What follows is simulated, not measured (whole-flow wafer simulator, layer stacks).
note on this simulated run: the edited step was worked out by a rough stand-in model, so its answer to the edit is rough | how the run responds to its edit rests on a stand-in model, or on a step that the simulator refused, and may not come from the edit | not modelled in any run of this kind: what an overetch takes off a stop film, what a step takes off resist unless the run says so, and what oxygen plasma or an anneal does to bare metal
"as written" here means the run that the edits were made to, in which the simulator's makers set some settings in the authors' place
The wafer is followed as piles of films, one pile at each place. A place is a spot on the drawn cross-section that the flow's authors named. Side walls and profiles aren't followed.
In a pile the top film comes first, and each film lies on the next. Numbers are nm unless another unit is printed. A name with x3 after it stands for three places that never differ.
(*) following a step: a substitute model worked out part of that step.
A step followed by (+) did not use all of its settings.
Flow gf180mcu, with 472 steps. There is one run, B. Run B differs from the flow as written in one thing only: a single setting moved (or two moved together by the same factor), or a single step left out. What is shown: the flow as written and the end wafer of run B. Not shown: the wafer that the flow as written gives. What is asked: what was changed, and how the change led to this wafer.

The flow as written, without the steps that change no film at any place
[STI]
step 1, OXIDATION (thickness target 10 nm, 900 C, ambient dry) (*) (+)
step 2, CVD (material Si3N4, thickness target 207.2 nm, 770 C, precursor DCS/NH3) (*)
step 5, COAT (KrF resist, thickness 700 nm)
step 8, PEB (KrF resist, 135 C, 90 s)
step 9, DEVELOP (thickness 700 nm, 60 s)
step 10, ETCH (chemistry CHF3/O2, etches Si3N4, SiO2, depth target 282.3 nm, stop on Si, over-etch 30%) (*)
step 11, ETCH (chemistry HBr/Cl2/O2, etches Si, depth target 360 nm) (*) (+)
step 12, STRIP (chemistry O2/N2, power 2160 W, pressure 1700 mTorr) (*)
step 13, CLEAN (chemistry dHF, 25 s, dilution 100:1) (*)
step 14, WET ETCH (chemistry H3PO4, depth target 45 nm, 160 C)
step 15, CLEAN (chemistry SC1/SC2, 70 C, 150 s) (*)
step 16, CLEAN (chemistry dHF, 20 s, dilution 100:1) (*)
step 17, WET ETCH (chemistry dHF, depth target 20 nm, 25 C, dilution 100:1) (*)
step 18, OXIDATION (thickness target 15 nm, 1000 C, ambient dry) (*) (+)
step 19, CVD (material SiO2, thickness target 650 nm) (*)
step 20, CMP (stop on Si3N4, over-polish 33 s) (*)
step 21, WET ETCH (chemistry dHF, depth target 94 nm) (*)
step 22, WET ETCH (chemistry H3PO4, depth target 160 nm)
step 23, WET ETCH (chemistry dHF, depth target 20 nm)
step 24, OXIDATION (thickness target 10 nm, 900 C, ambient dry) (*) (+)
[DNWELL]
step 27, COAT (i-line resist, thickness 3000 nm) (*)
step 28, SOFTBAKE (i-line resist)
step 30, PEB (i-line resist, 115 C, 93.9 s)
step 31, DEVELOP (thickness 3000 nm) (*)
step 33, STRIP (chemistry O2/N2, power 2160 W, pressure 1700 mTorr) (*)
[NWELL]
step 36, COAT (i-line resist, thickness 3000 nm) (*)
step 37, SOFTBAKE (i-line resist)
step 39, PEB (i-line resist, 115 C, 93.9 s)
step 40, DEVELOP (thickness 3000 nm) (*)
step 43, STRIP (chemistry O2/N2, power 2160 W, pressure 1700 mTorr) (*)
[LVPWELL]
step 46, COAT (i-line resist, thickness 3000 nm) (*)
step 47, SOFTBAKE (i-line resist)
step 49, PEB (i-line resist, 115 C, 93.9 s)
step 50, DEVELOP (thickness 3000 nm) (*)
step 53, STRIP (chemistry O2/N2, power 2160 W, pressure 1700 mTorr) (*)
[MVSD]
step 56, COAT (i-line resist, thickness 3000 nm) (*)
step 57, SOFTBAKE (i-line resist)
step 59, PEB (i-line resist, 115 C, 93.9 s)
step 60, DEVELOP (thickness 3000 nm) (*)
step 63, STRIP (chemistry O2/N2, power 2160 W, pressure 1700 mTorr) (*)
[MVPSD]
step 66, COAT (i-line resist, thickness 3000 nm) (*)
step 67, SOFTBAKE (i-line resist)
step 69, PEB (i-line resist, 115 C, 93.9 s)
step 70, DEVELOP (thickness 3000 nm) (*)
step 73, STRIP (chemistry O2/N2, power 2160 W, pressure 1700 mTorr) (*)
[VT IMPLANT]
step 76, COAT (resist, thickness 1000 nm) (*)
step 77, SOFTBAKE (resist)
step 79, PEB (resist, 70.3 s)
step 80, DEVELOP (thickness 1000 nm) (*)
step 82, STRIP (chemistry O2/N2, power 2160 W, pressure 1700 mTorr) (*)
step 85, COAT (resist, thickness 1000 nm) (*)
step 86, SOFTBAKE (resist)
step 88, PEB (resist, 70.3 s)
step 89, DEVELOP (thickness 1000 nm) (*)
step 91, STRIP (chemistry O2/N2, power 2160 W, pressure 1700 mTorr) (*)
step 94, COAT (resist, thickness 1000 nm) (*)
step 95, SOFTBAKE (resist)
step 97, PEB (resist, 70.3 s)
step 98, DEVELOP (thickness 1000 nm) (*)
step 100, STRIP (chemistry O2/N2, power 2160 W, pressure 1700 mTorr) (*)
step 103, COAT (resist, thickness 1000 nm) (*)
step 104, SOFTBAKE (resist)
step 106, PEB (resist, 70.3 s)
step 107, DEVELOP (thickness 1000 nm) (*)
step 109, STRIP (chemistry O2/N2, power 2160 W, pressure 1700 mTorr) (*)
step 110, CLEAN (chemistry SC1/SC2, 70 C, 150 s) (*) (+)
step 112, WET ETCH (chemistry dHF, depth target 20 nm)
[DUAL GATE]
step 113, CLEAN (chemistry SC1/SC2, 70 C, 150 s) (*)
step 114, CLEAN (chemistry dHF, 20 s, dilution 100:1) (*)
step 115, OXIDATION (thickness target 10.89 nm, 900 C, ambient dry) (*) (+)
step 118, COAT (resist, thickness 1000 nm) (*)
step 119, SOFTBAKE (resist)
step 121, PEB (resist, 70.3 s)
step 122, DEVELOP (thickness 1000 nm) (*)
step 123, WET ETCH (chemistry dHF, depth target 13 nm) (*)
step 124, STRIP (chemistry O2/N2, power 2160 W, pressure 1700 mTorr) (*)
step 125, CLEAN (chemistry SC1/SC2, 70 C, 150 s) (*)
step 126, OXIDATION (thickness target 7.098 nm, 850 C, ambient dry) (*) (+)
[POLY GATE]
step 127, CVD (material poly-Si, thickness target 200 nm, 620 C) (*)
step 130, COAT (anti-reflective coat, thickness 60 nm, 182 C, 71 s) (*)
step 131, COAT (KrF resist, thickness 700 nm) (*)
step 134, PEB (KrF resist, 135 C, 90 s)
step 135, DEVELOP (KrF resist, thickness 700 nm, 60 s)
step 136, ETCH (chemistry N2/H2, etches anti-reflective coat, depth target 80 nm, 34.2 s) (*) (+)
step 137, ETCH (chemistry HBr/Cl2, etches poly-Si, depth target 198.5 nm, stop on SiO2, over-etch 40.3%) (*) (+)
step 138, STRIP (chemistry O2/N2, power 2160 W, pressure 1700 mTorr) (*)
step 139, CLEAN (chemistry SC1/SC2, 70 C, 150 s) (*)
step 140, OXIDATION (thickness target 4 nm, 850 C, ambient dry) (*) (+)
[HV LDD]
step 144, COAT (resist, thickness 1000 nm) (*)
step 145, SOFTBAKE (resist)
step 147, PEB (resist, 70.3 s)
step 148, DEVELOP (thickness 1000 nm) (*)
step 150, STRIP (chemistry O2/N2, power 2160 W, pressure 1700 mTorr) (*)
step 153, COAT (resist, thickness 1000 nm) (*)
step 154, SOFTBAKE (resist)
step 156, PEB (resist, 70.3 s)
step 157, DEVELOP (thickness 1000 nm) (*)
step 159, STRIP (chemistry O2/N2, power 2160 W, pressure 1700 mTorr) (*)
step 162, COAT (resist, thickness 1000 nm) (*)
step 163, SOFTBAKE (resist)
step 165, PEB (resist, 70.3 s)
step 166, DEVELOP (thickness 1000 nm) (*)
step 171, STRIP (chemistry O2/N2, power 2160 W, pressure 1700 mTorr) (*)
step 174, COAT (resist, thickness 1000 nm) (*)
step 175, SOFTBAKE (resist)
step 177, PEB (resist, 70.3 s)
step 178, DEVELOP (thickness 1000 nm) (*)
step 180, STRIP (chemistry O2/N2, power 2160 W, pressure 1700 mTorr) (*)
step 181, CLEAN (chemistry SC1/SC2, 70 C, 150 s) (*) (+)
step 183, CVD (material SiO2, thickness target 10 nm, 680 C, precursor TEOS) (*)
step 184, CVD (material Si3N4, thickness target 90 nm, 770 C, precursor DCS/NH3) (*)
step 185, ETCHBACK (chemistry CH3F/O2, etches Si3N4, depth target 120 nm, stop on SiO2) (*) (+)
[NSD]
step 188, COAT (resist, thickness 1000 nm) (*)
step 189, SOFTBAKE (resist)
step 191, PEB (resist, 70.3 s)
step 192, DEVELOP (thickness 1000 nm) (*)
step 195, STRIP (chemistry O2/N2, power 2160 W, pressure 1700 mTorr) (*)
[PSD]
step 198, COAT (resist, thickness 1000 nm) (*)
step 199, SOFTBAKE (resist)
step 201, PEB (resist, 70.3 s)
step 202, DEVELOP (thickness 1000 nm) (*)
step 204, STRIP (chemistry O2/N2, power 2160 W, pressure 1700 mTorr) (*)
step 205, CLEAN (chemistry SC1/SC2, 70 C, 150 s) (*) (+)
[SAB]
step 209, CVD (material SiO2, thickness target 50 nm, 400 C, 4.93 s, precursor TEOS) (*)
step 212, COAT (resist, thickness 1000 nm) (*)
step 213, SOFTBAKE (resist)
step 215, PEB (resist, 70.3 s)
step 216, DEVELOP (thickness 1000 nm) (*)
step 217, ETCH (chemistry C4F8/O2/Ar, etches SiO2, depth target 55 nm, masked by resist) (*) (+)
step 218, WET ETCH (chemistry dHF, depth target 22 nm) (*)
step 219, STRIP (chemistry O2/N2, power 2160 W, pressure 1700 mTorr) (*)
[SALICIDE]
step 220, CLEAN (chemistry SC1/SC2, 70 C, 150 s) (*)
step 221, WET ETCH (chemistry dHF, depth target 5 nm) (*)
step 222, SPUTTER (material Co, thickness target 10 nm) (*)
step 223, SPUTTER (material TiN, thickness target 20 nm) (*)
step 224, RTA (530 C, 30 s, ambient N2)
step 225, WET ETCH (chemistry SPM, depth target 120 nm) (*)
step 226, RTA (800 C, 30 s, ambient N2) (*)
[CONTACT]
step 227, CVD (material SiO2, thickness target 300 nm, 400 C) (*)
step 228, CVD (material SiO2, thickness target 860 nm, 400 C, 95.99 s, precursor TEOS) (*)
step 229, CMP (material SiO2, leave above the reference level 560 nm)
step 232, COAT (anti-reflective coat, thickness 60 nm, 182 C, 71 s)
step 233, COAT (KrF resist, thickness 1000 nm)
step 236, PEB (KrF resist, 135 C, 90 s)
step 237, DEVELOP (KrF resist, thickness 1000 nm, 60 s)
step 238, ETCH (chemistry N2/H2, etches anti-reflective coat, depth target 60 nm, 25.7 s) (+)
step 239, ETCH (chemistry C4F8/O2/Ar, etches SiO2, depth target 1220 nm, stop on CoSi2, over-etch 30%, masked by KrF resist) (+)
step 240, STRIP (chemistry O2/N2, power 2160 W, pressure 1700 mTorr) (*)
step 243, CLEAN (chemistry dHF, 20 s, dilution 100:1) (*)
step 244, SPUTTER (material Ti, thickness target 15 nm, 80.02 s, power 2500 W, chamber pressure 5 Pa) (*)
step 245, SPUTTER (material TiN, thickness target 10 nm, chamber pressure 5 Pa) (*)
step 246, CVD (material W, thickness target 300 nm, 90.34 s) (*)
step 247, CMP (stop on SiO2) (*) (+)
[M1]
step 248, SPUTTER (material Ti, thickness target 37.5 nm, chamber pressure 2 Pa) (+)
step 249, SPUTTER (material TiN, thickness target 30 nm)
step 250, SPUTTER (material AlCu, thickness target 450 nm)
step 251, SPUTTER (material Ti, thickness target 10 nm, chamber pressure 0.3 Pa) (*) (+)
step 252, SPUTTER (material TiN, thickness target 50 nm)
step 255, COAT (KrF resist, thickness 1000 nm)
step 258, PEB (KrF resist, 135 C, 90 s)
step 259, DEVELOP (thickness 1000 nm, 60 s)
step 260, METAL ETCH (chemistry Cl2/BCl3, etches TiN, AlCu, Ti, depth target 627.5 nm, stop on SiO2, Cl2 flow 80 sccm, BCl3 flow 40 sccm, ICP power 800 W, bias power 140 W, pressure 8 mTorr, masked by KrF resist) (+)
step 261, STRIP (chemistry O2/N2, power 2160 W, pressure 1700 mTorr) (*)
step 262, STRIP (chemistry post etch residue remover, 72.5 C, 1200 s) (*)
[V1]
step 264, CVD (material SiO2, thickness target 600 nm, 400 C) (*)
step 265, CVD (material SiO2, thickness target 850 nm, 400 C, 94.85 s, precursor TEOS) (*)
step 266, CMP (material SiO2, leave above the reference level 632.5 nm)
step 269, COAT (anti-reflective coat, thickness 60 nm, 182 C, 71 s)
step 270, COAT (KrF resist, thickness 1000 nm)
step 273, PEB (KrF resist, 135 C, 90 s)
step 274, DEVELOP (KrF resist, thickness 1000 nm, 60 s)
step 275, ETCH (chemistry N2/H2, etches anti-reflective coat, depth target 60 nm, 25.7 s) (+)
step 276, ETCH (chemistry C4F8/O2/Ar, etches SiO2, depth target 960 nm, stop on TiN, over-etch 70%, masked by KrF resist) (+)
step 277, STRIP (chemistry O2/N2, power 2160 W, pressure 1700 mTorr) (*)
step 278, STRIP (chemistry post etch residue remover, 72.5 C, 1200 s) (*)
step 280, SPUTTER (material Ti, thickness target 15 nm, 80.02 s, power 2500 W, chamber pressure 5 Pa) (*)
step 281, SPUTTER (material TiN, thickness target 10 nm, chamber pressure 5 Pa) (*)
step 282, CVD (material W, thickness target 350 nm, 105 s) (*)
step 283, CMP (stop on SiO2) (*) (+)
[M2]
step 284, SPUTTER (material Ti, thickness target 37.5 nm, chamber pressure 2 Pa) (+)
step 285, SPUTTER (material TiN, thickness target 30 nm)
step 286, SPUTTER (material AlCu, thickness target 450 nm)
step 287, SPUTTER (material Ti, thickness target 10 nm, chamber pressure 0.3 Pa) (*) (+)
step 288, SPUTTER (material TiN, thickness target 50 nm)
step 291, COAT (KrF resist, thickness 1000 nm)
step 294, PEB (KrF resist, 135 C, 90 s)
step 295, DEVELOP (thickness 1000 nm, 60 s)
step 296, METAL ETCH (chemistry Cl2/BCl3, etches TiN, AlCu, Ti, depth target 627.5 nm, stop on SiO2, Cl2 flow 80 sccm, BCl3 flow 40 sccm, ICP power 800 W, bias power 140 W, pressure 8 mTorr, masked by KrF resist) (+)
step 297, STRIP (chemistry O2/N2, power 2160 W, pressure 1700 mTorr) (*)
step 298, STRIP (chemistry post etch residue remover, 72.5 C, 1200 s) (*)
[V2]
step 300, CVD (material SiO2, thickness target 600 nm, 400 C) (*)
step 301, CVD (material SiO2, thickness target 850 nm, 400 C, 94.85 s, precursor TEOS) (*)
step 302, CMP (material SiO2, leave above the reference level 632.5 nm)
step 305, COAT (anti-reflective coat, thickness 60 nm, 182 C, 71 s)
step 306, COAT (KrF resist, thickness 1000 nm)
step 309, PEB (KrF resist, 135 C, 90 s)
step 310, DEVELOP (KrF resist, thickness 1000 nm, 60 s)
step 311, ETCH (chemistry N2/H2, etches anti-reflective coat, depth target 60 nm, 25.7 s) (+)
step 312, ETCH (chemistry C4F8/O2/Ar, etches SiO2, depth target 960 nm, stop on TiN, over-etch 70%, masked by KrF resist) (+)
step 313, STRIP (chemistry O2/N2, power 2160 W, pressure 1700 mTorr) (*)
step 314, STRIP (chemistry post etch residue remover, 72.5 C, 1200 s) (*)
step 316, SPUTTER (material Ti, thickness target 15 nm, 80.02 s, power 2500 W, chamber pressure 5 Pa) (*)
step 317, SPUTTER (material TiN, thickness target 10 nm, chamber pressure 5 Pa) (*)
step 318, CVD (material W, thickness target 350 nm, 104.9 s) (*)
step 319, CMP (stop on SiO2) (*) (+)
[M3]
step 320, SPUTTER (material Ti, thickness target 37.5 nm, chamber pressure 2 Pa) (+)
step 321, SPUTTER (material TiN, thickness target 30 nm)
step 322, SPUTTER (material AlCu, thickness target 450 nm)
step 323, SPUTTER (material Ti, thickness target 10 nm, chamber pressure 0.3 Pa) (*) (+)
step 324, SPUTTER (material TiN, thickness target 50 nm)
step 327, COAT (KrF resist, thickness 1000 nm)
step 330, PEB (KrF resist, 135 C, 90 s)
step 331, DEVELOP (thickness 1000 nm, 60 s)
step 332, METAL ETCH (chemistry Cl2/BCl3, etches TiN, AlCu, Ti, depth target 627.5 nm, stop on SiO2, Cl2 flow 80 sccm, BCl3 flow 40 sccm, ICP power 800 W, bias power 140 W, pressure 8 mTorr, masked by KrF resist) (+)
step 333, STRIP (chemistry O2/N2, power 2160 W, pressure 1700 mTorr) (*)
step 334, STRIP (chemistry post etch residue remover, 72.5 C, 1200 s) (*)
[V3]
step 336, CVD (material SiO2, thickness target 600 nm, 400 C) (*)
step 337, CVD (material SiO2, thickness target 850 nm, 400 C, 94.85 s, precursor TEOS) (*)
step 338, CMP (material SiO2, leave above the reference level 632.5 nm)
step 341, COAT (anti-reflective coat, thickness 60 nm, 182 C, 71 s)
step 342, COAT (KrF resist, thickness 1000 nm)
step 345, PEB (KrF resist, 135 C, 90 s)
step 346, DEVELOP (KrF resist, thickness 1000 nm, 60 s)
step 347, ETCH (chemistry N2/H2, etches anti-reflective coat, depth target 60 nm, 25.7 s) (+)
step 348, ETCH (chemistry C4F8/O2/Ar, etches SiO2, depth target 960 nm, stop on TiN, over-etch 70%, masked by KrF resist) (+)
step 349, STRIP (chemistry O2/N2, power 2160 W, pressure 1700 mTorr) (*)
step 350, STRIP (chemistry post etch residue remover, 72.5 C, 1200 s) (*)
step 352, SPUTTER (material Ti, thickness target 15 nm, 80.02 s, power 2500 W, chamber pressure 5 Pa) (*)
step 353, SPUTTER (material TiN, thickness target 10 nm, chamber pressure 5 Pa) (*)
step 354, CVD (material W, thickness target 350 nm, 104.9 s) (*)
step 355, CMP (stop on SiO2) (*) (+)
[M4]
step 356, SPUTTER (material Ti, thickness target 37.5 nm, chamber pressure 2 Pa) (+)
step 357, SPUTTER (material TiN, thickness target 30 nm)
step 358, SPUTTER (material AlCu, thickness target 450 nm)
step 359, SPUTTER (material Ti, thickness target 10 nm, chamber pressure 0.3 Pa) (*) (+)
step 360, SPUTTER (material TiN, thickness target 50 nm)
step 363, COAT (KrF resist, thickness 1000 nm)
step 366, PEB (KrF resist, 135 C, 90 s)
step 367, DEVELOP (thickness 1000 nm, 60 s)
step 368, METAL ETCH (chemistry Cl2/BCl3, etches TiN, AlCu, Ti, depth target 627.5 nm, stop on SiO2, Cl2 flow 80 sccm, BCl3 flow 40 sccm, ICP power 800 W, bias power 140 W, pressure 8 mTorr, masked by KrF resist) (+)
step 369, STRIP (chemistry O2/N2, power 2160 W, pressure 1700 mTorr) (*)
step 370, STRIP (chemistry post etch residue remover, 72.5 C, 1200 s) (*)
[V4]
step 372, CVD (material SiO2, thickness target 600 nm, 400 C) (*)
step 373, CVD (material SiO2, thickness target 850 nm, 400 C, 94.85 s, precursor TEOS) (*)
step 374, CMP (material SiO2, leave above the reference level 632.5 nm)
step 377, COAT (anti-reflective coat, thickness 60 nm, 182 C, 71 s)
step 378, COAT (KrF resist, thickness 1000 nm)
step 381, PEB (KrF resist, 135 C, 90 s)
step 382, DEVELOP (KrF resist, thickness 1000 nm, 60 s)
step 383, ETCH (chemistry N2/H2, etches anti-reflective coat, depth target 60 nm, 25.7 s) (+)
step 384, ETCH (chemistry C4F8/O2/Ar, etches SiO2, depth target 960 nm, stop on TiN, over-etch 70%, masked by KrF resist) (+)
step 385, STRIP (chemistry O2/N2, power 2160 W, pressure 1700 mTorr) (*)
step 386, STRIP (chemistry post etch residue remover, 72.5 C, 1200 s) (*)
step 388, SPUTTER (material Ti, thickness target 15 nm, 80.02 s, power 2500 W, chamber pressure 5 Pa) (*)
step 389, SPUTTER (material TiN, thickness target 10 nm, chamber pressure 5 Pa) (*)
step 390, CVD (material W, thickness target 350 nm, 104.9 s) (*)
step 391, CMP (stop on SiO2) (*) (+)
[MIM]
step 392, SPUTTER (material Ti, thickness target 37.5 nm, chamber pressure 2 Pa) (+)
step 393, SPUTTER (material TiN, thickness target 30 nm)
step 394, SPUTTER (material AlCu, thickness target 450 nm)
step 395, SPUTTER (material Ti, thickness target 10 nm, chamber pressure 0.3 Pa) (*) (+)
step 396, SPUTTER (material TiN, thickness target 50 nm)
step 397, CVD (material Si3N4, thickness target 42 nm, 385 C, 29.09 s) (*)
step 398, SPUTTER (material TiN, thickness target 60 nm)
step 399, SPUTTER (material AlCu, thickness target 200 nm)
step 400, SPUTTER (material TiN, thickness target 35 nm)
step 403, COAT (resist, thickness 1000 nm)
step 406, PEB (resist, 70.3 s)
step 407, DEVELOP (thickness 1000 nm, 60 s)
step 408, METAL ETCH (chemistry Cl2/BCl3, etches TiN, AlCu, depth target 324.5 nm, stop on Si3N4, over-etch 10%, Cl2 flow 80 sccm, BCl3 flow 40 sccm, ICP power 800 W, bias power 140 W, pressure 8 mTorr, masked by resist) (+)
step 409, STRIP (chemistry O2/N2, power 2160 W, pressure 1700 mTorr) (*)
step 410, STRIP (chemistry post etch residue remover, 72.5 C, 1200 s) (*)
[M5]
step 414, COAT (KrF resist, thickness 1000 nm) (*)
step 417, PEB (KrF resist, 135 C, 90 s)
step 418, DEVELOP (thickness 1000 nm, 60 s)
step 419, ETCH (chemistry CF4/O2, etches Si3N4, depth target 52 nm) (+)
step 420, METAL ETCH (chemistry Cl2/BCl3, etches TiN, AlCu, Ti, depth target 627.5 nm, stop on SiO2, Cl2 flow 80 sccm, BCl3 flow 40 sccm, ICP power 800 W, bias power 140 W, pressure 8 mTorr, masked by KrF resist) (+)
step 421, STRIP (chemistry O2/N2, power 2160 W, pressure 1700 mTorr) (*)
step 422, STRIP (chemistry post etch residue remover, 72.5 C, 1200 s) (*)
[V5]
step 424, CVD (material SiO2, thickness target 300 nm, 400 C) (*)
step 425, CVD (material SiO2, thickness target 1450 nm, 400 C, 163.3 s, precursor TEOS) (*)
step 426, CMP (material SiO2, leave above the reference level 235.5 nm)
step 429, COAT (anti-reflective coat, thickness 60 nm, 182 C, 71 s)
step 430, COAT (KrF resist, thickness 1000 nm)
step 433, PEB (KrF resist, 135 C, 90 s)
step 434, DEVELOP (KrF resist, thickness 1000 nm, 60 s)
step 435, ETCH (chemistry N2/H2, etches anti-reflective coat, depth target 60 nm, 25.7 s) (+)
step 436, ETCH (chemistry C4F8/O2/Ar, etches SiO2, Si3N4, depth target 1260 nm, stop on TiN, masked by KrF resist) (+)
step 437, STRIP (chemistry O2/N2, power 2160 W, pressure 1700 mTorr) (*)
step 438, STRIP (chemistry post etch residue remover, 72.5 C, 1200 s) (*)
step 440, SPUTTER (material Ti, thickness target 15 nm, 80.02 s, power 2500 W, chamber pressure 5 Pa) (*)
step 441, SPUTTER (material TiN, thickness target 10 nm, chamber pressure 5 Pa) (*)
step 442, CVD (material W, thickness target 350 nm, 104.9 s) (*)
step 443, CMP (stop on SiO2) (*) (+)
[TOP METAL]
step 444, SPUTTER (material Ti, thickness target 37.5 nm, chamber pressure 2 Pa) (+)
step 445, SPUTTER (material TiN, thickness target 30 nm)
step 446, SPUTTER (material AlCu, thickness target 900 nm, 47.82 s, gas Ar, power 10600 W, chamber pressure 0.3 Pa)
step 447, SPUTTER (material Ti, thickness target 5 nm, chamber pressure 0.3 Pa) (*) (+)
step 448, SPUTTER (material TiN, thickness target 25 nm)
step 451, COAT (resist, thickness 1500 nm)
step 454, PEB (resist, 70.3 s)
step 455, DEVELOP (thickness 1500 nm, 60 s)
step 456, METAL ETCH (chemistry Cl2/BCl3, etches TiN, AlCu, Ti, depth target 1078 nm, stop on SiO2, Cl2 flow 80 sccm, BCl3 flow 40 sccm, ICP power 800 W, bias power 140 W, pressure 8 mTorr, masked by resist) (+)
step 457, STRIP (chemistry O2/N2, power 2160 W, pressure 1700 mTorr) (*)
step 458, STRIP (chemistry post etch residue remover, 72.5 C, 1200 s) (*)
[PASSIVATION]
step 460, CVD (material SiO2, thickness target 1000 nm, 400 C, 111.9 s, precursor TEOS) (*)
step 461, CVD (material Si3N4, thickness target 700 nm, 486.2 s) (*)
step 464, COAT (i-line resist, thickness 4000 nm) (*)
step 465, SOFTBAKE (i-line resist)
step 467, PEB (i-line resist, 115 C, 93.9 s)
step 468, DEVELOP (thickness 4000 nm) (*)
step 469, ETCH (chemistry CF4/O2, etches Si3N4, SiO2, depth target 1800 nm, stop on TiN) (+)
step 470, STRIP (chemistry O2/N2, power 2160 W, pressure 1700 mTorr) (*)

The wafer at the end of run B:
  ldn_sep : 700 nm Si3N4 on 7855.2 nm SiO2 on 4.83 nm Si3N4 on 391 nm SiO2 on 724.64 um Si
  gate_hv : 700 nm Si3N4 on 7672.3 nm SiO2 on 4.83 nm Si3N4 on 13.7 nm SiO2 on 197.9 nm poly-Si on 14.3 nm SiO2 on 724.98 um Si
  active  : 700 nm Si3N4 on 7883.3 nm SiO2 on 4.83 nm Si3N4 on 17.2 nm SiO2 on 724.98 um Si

The reason: step 185, ETCHBACK: depth target 81 nm was run, though the flow has depth target 120 nm.

Step by step, how the change led to this:
  step 185, ETCHBACK (chemistry CH3F/O2, etches Si3N4, depth target 120 nm, stop on SiO2) (*) (+)
      field, field__w1, field__w2 and 100 more: -81 Si3N4 (in the flow as written it would be: -90 Si3N4 (all of it), -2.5 SiO2)
  step 189, SOFTBAKE (resist)
      field__w9: -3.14 resist (in the flow as written it would be: +6.92 resist)
      nw_enc_fld_lv: +5.57 resist (in the flow as written it would be: +0.86 resist)
  step 199, SOFTBAKE (resist)
      field__w9: -3.14 resist (in the flow as written it would be: +6.92 resist)
      nw_enc_fld_lv: +5.57 resist (in the flow as written it would be: +0.86 resist)
  step 205, CLEAN (chemistry SC1/SC2, 70 C, 150 s) (*) (+)
      field, field__w1, field__w2 and 105 more: -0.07 Si3N4 (in the flow as written it would be: -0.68 SiO2)
  step 209, CVD (material SiO2, thickness target 50 nm, 400 C, 4.93 s, precursor TEOS) (*)
      field, field__w7, field__w8 and 73 more: +50 SiO2 (new film) (in the flow as written it would be: +50 SiO2)
      field_sub__w1, field_sub__w3, field_sub__w4, field_sub__w5, ld_drift_n: +48.8 SiO2 (new film) (in the flow as written it would be: +48.9 SiO2)
      (also at 27 further places)
  step 217, ETCH (chemistry C4F8/O2/Ar, etches SiO2, depth target 55 nm, masked by resist) (*) (+)
      field, field__w7, field__w8 and 70 more: -50 SiO2 (all of it), -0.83 Si3N4 (in the flow as written it would be: -55 SiO2)
      field_sub__w1, field_sub__w3, field_sub__w4, field_sub__w5, ld_drift_n: -48.8 SiO2 (all of it), -1.03 Si3N4 (in the flow as written it would be: -55 SiO2)
      (also at 21 further places)
  step 218, WET ETCH (chemistry dHF, depth target 22 nm) (*)
      gate, gate_hv, gate_p and 23 more: -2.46 Si3N4 (in the flow as written it would be: -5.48 SiO2 (all of it))
      field, field__w10, sti and 14 more: -2.46 Si3N4 (in the flow as written it would be: -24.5 SiO2)
      (also at 56 further places)
  step 219, STRIP (chemistry O2/N2, power 2160 W, pressure 1700 mTorr) (*)
      gate, gate_hv, gate_p and 23 more: nothing (in the flow as written it would be: +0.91 chemical SiO2 (new film), -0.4 poly-Si)
      active, p_well, sd_n and 20 more: nothing (in the flow as written it would be: +0.91 chemical SiO2 (new film), -0.4 Si)
  step 220, CLEAN (chemistry SC1/SC2, 70 C, 150 s) (*)
      field, field__w1, field__w2 and 47 more: -0.07 Si3N4 (in the flow as written it would be: -0.68 SiO2)
  step 221, WET ETCH (chemistry dHF, depth target 5 nm) (*)
      active, p_well, gate and 46 more: -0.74 Si3N4 (in the flow as written it would be: -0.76 chemical SiO2 (all of it))
      field, field__w1, field__w2 and 23 more: -0.74 Si3N4 (in the flow as written it would be: -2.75 SiO2)
      (also at 24 further places)
  step 222, SPUTTER (material Co, thickness target 10 nm) (*)
      ld_drift_p: +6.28 Co (new film) (in the flow as written it would be: +5.76 Co (new film))
  step 224, RTA (530 C, 30 s, ambient N2)
      gate, gate_hv, gate_p and 22 more: nothing (in the flow as written it would be: under 1 film: +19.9 CoSi (new film), -10 Co (all of it), -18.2 poly-Si)
      active, p_well, sd_n and 11 more: nothing (in the flow as written it would be: under 1 film: +19.9 CoSi (new film), -10 Co (all of it), -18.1 Si)
      (also at 10 further places)
  step 225, WET ETCH (chemistry SPM, depth target 120 nm) (*)
      active, p_well, gate and 36 more: -20 TiN (all of it), -10 Co (all of it) (in the flow as written it would be: -20 TiN (all of it))
      sd_p: -18.3 TiN (all of it), -9.25 Co (all of it) (in the flow as written it would be: -17.9 TiN (all of it))
      (also at 10 further places)
  step 226, RTA (800 C, 30 s, ambient N2) (*)
      gate, gate_hv, gate_p and 22 more: nothing (in the flow as written it would be: +35 CoSi2 (new film), -19.9 CoSi (all of it), -18.2 poly-Si)
      active, p_well, sd_n and 11 more: nothing (in the flow as written it would be: +35 CoSi2 (new film), -19.9 CoSi (all of it), -18.1 Si)
      (also at 10 further places)
  step 227, CVD (material SiO2, thickness target 300 nm, 400 C) (*)
      field, field__w1, field__w2 and 47 more: +300 SiO2 (new film) (in the flow as written it would be: +300 SiO2)
  step 228, CVD (material SiO2, thickness target 860 nm, 400 C, 95.99 s, precursor TEOS) (*)
      ld_drift_p: +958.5 SiO2 (in the flow as written it would be: +979.4 SiO2)
  ... 5 other steps ...
  step 471, ANNEAL (400 C, 1800 s, ambient N2/H2)
      polyc_n, polyc_p: under 9 films: +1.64 void (new film), -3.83 Ti, +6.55 TiSi first (new film), -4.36 poly-Si (in the flow as written it would be: nothing)
      contact: under 49 films: +1.62 void (new film), -3.83 Ti, +6.55 TiSi first (new film), -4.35 Si (in the flow as written it would be: nothing)
If metal films that touch count as one body, gate_hv has 0 bodies; the flow as written gives 1 body.
If metal films that touch count as one body, active has 0 bodies; the flow as written gives 1 body.
